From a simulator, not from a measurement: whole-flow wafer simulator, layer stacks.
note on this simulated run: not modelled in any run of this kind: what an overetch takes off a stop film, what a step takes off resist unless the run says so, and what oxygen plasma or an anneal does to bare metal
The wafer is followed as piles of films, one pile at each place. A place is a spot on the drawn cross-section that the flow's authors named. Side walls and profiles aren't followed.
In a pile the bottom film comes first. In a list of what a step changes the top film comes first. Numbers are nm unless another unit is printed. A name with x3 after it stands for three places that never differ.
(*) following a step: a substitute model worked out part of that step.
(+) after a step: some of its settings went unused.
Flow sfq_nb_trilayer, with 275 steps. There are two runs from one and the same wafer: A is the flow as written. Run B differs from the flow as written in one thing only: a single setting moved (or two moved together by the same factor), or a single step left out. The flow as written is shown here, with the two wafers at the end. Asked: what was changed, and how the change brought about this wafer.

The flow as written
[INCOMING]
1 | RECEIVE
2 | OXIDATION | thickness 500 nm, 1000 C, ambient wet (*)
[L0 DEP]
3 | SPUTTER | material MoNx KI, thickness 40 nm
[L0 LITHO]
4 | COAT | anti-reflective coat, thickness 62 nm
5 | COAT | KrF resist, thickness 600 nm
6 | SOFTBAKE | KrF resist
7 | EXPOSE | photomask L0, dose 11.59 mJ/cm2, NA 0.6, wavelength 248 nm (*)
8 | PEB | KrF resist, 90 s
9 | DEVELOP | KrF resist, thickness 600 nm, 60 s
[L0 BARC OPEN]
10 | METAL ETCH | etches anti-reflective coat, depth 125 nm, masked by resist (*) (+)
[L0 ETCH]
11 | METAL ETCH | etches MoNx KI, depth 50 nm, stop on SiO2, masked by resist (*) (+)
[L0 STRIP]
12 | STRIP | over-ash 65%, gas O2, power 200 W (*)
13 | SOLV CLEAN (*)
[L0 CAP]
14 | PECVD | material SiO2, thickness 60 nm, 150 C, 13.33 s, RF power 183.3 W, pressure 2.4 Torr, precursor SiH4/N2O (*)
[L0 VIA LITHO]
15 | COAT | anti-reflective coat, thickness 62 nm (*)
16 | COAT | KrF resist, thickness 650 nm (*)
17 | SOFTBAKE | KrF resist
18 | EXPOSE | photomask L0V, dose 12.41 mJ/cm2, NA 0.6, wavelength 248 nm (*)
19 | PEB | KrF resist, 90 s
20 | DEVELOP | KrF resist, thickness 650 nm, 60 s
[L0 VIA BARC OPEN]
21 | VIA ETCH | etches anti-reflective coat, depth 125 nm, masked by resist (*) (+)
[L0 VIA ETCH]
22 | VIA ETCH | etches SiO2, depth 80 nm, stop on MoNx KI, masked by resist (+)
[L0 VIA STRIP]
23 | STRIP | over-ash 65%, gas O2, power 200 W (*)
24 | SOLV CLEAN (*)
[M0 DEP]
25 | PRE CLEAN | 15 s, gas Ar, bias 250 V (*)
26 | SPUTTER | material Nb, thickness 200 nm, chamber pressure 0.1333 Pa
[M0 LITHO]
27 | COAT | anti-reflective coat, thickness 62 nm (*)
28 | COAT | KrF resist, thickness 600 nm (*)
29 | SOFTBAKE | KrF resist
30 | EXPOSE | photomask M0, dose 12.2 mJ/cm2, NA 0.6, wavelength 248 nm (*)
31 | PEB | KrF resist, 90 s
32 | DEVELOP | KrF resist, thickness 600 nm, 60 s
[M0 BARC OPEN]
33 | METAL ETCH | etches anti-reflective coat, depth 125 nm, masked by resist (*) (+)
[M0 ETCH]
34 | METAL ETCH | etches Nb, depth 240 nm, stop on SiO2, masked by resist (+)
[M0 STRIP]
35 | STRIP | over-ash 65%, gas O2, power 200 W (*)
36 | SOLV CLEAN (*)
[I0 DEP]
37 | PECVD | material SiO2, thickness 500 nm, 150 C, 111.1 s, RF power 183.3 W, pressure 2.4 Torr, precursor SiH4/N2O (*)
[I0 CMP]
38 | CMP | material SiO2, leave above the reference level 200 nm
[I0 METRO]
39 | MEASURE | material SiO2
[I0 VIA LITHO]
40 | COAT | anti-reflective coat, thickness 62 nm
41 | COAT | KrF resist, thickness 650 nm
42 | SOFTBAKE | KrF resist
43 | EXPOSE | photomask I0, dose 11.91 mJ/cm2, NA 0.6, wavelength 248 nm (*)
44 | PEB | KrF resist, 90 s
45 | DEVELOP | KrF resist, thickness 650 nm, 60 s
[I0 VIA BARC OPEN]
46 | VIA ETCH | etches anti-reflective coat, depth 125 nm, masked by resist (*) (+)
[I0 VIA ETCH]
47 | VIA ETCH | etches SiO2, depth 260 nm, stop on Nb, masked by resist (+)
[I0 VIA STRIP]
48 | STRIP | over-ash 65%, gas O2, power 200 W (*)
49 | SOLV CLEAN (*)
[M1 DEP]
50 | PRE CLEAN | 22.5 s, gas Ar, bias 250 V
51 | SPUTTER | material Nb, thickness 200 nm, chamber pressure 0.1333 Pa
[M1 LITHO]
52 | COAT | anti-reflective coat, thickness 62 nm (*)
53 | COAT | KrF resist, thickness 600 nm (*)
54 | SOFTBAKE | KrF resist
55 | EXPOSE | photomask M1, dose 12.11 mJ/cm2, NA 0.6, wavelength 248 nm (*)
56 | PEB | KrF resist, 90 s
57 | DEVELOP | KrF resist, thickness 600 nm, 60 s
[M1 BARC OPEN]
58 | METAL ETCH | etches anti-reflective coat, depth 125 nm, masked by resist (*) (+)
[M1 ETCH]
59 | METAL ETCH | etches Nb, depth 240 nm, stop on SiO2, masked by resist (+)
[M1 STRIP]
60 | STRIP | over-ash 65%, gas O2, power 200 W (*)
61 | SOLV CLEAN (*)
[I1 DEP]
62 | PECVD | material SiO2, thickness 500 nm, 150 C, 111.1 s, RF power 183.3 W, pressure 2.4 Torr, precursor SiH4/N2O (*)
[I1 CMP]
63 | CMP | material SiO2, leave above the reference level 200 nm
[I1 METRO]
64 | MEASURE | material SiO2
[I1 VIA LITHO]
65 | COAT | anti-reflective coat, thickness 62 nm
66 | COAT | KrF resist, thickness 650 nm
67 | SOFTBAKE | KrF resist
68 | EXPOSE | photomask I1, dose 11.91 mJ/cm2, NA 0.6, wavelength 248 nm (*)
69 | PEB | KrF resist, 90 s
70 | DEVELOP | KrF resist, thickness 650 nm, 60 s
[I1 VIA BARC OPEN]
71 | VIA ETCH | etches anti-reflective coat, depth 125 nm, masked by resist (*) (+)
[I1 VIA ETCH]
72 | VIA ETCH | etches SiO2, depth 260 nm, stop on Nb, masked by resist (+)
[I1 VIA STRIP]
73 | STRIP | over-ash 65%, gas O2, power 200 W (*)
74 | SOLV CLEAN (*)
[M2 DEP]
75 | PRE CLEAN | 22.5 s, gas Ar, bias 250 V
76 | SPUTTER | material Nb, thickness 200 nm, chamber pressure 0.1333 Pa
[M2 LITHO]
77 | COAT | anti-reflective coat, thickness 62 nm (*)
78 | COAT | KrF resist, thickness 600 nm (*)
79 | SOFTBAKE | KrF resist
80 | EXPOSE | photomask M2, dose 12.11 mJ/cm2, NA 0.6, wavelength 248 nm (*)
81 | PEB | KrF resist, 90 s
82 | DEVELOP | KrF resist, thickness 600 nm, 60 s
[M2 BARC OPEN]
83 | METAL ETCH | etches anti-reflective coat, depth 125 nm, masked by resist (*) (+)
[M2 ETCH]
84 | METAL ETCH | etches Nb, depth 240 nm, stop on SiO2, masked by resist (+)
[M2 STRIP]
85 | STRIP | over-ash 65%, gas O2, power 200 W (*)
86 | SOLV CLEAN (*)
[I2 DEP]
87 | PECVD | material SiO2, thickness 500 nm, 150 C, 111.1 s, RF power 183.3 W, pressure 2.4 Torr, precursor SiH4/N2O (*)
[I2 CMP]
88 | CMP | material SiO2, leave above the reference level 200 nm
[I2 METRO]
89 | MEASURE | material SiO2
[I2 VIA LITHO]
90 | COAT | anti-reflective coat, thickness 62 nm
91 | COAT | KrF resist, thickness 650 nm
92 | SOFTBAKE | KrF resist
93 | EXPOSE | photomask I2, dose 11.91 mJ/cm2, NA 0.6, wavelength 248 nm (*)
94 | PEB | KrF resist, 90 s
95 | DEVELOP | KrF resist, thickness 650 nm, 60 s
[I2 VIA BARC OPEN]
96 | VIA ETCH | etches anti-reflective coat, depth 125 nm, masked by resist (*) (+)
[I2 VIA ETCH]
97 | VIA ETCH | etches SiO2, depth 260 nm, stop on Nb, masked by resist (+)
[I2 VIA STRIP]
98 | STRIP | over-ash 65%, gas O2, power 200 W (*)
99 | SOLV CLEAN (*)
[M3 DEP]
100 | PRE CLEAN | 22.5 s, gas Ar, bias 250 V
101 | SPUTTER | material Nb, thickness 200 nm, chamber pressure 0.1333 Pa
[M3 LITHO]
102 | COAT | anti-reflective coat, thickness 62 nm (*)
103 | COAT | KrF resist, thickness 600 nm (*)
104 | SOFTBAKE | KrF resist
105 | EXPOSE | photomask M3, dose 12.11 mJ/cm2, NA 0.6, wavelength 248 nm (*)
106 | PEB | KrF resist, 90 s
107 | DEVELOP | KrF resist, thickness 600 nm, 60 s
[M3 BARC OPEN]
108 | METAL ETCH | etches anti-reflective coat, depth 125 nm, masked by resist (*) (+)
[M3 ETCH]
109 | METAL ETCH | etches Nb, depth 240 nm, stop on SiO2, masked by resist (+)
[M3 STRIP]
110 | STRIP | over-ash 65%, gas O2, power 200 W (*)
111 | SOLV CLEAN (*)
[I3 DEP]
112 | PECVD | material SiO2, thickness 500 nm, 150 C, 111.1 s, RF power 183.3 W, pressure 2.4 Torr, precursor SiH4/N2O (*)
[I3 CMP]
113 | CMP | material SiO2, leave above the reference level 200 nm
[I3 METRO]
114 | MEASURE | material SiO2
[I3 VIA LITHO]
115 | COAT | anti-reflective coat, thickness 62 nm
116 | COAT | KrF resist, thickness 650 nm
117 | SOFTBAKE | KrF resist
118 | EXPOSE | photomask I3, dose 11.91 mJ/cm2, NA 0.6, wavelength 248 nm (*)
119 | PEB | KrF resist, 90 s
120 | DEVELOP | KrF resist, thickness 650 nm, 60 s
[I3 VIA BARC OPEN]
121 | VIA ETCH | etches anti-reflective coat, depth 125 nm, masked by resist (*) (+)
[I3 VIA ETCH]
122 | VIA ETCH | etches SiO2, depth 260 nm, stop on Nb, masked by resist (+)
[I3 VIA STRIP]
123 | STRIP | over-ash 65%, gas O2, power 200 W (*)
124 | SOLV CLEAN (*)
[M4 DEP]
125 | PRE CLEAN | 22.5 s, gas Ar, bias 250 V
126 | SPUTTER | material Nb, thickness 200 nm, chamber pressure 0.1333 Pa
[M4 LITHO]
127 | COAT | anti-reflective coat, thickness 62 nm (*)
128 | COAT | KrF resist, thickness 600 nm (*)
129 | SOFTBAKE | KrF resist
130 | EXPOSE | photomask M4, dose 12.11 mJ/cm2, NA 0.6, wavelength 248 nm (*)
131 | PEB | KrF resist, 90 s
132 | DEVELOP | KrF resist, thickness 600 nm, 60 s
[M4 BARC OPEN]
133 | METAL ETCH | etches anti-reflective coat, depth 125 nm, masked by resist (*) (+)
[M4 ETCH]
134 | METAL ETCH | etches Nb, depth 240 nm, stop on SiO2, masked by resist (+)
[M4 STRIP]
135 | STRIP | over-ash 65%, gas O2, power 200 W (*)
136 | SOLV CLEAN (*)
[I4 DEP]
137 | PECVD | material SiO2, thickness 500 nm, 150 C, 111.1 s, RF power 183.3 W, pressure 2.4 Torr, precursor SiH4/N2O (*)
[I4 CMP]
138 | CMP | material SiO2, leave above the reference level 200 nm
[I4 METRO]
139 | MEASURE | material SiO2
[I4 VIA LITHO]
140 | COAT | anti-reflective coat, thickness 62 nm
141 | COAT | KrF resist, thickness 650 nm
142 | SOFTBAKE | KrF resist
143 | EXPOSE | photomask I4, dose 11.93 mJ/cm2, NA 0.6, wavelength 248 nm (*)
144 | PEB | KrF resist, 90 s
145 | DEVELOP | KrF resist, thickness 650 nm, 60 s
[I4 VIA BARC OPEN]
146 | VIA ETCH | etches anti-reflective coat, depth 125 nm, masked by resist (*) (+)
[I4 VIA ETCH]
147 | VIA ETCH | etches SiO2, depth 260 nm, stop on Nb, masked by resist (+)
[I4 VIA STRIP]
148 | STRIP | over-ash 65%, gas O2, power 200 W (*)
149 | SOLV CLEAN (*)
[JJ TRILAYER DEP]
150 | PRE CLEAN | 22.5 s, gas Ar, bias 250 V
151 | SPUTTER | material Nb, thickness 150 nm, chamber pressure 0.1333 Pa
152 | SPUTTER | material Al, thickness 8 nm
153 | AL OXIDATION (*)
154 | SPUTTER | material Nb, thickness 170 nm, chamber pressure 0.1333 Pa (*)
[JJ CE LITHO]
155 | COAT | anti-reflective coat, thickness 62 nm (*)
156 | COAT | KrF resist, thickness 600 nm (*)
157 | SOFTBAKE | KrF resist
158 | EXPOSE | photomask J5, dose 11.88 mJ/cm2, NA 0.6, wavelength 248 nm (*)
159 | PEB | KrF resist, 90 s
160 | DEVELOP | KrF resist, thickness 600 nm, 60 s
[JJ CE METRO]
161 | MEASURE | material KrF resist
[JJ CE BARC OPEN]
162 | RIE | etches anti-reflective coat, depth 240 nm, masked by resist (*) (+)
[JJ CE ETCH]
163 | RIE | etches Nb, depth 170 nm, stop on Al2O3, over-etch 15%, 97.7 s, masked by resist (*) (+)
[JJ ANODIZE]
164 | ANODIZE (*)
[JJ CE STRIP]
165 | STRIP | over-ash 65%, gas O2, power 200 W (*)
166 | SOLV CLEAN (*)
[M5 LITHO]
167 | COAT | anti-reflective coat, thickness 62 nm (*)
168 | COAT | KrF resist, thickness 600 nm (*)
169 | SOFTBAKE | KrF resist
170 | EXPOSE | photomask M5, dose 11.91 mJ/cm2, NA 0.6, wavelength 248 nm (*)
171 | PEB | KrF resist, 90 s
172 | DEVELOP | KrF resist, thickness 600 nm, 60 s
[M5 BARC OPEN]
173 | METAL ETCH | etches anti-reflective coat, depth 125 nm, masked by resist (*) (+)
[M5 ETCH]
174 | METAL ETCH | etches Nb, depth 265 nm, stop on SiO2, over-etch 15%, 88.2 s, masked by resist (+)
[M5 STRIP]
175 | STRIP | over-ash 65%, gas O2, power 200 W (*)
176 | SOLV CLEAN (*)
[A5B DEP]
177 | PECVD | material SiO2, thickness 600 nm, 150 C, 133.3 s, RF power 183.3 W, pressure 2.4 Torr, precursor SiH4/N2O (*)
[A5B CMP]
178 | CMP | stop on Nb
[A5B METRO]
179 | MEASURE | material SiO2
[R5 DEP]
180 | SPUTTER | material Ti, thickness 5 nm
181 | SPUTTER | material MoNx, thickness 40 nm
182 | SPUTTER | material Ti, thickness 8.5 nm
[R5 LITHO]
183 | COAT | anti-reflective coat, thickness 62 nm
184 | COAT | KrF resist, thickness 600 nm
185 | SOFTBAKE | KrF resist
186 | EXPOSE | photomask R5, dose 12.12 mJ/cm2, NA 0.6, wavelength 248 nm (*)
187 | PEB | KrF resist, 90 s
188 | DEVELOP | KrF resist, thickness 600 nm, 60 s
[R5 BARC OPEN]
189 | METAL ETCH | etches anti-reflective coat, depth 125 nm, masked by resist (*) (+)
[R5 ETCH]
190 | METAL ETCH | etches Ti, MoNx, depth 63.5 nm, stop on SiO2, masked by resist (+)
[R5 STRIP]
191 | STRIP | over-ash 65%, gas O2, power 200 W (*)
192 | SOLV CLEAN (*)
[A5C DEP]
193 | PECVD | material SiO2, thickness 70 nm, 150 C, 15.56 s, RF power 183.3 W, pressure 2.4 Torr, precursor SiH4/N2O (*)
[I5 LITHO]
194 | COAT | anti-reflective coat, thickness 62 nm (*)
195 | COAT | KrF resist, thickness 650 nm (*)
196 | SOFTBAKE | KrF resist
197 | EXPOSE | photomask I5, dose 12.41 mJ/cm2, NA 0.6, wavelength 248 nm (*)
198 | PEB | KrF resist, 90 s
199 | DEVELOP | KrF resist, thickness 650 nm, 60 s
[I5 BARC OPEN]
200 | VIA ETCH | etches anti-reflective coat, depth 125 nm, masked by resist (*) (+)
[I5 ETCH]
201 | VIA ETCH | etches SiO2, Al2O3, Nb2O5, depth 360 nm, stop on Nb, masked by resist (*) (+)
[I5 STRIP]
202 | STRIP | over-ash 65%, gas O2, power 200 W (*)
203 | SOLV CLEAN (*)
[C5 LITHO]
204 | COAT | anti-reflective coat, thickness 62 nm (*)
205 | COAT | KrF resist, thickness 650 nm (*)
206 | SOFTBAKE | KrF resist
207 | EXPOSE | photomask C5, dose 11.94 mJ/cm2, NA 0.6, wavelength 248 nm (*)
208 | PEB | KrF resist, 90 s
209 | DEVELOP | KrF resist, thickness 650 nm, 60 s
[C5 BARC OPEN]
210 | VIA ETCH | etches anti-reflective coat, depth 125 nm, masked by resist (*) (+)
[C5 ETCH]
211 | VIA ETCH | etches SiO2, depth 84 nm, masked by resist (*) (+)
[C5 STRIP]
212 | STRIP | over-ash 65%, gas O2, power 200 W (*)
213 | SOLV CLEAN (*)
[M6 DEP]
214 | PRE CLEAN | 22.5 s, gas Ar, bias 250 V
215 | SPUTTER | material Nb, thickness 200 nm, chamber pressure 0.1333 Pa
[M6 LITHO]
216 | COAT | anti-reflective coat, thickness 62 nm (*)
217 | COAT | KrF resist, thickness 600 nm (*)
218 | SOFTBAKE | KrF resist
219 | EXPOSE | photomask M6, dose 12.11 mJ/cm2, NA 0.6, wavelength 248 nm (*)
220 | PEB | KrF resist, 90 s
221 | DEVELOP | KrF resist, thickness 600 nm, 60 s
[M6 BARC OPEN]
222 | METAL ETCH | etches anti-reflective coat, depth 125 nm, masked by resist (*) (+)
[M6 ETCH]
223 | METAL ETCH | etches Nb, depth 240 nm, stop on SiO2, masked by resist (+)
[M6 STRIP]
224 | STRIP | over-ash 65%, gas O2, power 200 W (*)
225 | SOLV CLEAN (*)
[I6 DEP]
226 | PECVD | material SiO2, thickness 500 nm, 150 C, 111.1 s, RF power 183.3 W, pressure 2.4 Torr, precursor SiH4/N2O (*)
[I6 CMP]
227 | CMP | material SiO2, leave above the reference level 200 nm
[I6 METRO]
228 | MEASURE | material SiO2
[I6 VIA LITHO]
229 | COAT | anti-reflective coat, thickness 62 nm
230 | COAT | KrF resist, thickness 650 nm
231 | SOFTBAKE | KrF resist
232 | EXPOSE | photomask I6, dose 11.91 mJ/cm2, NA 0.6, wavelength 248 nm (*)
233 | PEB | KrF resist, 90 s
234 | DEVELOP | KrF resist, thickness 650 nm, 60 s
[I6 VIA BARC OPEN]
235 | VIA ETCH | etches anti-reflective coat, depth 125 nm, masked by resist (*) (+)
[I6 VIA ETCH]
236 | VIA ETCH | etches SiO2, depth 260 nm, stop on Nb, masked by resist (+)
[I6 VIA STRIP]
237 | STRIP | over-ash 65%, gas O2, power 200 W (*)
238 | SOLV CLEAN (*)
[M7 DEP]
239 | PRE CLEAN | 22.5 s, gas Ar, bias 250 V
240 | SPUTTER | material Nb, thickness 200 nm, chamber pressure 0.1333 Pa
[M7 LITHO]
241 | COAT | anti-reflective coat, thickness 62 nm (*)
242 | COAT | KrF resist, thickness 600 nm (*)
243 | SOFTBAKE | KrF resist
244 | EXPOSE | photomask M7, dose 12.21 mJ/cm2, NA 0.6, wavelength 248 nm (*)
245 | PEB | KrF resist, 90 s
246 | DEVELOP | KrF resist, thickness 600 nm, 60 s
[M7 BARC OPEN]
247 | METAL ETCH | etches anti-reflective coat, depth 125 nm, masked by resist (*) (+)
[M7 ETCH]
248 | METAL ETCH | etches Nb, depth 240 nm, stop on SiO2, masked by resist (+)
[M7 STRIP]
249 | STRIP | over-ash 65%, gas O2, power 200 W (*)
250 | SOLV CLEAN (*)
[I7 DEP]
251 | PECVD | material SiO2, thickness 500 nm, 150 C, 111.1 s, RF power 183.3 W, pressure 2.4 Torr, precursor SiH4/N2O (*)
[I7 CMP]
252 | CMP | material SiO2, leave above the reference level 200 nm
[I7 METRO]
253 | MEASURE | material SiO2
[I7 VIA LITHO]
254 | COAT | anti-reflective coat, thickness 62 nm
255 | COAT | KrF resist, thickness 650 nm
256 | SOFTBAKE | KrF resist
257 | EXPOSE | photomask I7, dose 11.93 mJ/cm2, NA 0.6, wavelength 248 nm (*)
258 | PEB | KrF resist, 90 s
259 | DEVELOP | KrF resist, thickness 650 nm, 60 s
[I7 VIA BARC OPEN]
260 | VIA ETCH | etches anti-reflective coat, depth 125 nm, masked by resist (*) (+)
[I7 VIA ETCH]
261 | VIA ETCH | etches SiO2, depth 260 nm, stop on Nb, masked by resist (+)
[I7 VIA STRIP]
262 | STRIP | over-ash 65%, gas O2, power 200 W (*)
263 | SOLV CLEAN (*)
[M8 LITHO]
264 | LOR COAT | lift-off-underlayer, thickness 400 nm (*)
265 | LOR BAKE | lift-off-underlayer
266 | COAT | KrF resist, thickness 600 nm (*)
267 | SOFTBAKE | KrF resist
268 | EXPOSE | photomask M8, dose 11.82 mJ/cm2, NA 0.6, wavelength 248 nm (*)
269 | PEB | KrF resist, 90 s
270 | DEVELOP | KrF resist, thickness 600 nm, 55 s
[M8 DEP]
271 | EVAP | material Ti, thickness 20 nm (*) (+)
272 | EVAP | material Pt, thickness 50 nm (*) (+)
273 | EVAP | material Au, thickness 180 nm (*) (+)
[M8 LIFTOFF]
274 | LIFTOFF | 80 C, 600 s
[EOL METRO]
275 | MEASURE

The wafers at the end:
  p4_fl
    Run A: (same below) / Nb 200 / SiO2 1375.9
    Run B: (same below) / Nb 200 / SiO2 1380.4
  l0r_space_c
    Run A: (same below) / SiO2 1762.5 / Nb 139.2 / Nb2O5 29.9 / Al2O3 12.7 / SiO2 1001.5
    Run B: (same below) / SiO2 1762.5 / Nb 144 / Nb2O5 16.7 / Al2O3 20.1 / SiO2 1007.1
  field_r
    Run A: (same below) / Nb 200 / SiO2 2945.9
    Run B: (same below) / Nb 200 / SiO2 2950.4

What caused this: step 152, SPUTTER: thickness 12.5 nm was run, while the flow as written has thickness 8 nm.

Step by step, how the change led to this:
  152 | SPUTTER | material Al, thickness 8 nm
      field_l, v_sur, via_sp and 100 more: A Al gains 8 (new film) | B Al gains 12.5 (new film)
      via_wl, via_wr: A Al gains 5.14 (new film) | B Al gains 8.03 (new film)
      (as well as at 1 more place)
  155 | COAT | anti-reflective coat, thickness 62 nm (*)
      via_wl, via_wr: A anti-reflective coat gains 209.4 (new film) | B anti-reflective coat gains 213.8 (new film)
  162 | RIE | etches anti-reflective coat, depth 240 nm, masked by resist (*) (+)
      ce_l, c5j, ce_r, wl_jj: A KrF resist loses 209.4 | B KrF resist loses 213.8
      via_wl, via_wr: A anti-reflective coat loses 209.4 (all of it) | B anti-reflective coat loses 213.8 (all of it)
  164 | ANODIZE (*)
      field_l, v_sur, via_sp and 96 more: A Al2O3 gains 12.2, Nb2O5 gains 29.9 (new film), Al loses 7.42 (all of it), Nb loses 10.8 | B Al2O3 gains 19.7, Nb2O5 gains 16.7 (new film), Al loses 11.9 (all of it), Nb loses 6
      via_wl, via_wr: A Al2O3 gains 7.52 (new film), Nb2O5 gains 39.2 (new film), Al loses 4.56 (all of it), Nb loses 14.1 | B Al2O3 gains 12.3 (new film), Nb2O5 gains 30.7 (new film), Al loses 7.45 (all of it), Nb loses 11
      (as well as at 1 more place)
  167 | COAT | anti-reflective coat, thickness 62 nm (*)
      ce_l: A anti-reflective coat gains 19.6 (new film) | B anti-reflective coat gains 18.3 (new film)
      c5j: A anti-reflective coat gains 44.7 (new film) | B anti-reflective coat gains 43.8 (new film)
      (as well as at 1 more place)
  174 | METAL ETCH | etches Nb, depth 265 nm, stop on SiO2, over-etch 15%, 88.2 s, masked by resist (+)
      field_l, r_sur, res and 49 more: A Al2O3 loses 12.6 (all of it), Nb2O5 loses 29.9 (all of it), Nb loses 139.2 (all of it), SiO2 loses 12.3 | B Al2O3 loses 20.1 (all of it), Nb2O5 loses 16.7 (all of it), Nb loses 144 (all of it), SiO2 loses 12.4
      wl_a_sl: A Al2O3 loses 12.6 (all of it), Nb2O5 loses 29.9 (all of it), Nb loses 139.2 (all of it), SiO2 loses 12.3 | B Al2O3 loses 20 (all of it), Nb2O5 loses 16.7 (all of it), Nb loses 144 (all of it), SiO2 loses 12.4
  175 | STRIP | over-ash 65%, gas O2, power 200 W (*)
      ce_l: A KrF resist loses 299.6 (all of it), anti-reflective coat loses 19.6 (all of it) | B KrF resist loses 296.8 (all of it), anti-reflective coat loses 18.3 (all of it)
      c5j: A KrF resist loses 279 (all of it), anti-reflective coat loses 44.7 (all of it) | B KrF resist loses 275.9 (all of it), anti-reflective coat loses 43.8 (all of it)
      (as well as at 1 more place)
  178 | CMP | stop on Nb
      via_wl, via_wr: A SiO2 loses 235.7 | B SiO2 loses 230.5
      via_w: A SiO2 loses 235.2 | B SiO2 loses 229.7
  201 | VIA ETCH | etches SiO2, Al2O3, Nb2O5, depth 360 nm, stop on Nb, masked by resist (*) (+)
      be: A SiO2 loses 216.4 (all of it), Al2O3 loses 12.7 (all of it), Nb2O5 loses 29.9 (all of it) | B SiO2 loses 221.9 (all of it), Al2O3 loses 20.1 (all of it), Nb2O5 loses 16.7 (all of it)
